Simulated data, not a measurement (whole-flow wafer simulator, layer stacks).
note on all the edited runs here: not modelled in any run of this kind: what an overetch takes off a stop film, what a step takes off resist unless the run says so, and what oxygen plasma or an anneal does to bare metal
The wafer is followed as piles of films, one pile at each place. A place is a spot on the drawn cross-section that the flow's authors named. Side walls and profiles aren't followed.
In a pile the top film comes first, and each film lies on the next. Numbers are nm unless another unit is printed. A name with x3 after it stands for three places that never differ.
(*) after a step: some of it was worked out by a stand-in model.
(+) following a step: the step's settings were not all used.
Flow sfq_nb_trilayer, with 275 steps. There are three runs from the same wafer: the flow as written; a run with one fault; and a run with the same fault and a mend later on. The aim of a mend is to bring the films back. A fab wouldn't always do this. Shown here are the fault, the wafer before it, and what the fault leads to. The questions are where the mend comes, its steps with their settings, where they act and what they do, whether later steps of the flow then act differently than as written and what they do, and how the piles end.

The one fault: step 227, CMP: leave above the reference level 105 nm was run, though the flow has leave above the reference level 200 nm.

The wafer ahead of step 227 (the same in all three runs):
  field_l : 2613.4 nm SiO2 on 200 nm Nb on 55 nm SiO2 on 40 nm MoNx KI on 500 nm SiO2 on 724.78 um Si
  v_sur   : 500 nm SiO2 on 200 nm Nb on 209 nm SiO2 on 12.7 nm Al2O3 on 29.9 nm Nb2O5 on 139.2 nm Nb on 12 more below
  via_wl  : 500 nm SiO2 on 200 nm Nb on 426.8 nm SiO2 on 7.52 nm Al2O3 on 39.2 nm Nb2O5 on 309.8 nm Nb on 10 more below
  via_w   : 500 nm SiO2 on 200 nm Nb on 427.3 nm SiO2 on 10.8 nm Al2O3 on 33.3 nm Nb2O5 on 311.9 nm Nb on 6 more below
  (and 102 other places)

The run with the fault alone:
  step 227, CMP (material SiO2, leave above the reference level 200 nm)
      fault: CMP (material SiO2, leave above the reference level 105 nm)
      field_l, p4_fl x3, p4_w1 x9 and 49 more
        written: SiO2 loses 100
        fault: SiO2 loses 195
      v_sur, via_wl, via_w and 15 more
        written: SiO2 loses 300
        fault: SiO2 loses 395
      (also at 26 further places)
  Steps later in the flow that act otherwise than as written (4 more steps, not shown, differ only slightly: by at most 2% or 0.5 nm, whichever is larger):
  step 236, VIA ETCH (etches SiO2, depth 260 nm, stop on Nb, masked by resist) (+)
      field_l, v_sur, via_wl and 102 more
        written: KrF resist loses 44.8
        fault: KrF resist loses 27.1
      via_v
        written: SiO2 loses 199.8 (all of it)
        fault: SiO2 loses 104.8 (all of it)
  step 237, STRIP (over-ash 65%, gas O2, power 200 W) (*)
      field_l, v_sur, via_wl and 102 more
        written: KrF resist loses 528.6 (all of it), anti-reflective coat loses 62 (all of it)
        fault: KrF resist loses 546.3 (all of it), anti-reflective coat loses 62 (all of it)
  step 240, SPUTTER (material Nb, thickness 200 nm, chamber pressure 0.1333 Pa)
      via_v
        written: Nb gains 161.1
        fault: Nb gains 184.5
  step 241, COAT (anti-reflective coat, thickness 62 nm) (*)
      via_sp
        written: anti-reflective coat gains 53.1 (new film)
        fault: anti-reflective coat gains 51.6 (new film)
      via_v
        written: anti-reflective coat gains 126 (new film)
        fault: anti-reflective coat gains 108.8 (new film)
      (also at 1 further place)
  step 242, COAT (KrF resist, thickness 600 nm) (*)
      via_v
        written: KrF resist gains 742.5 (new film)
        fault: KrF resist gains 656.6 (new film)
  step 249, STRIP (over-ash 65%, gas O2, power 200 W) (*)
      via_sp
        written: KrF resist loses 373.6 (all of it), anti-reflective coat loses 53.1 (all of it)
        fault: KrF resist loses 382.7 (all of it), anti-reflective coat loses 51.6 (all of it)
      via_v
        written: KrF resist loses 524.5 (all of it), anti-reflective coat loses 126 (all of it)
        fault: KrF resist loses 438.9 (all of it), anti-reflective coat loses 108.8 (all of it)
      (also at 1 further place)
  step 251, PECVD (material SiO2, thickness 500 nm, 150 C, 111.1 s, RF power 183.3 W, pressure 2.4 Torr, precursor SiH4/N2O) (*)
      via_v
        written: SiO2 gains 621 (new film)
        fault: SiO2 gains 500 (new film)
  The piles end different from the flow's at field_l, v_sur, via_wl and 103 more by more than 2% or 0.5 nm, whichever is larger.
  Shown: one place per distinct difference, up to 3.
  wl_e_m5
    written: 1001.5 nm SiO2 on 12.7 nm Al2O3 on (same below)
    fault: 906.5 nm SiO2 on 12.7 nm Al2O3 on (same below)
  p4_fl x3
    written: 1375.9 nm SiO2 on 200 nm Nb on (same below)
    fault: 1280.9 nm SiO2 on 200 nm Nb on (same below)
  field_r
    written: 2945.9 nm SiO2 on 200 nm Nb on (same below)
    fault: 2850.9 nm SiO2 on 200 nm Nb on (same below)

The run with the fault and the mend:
  The mend follows step 234.
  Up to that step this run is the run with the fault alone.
  step 234a, STRIP (over-ash 65%, gas O2, power 200 W) (*)
      field_l, v_sur, via_wl and 102 more
        KrF resist loses 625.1 (all of it), anti-reflective coat loses 62 (all of it)
      via_v
        anti-reflective coat loses 62 (all of it)
  step 234b, PECVD (material SiO2, thickness 95 nm, 150 C, 21.11 s, RF power 183.3 W, pressure 2.4 Torr, precursor SiH4/N2O) (the flow's step 226 again, with other settings)
      field_l, v_sur, via_wl and 103 more
        SiO2 gains 95
  step 234c, COAT (anti-reflective coat, thickness 62 nm) (the flow's step 229 again)
      field_l, v_sur, via_wl and 103 more
        anti-reflective coat gains 62 (new film)
  step 234d, COAT (KrF resist, thickness 650 nm) (the flow's step 230 again)
      field_l, v_sur, via_wl and 103 more
        KrF resist gains 650 (new film)
  step 234e, SOFTBAKE (KrF resist) (the flow's step 231 again)
      alters no film at any place that is followed
  step 234f, EXPOSE (photomask I6, dose 11.91 mJ/cm2, NA 0.6, wavelength 248 nm) (*) (the flow's step 232 again)
      alters no film at any place that is followed
  step 234g, PEB (KrF resist, 90 s) (the flow's step 233 again)
      field_l, v_sur, via_wl and 103 more
        KrF resist loses 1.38
  step 234h, DEVELOP (KrF resist, thickness 650 nm, 60 s) (the flow's step 234 again)
      field_l, v_sur, via_wl and 102 more
        KrF resist loses 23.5
      via_v
        KrF resist loses 648.6 (all of it)
  None of the later steps of the flow acts differently than as written at any place that is followed.
  The piles end the same as the flow's at every place that both follow.
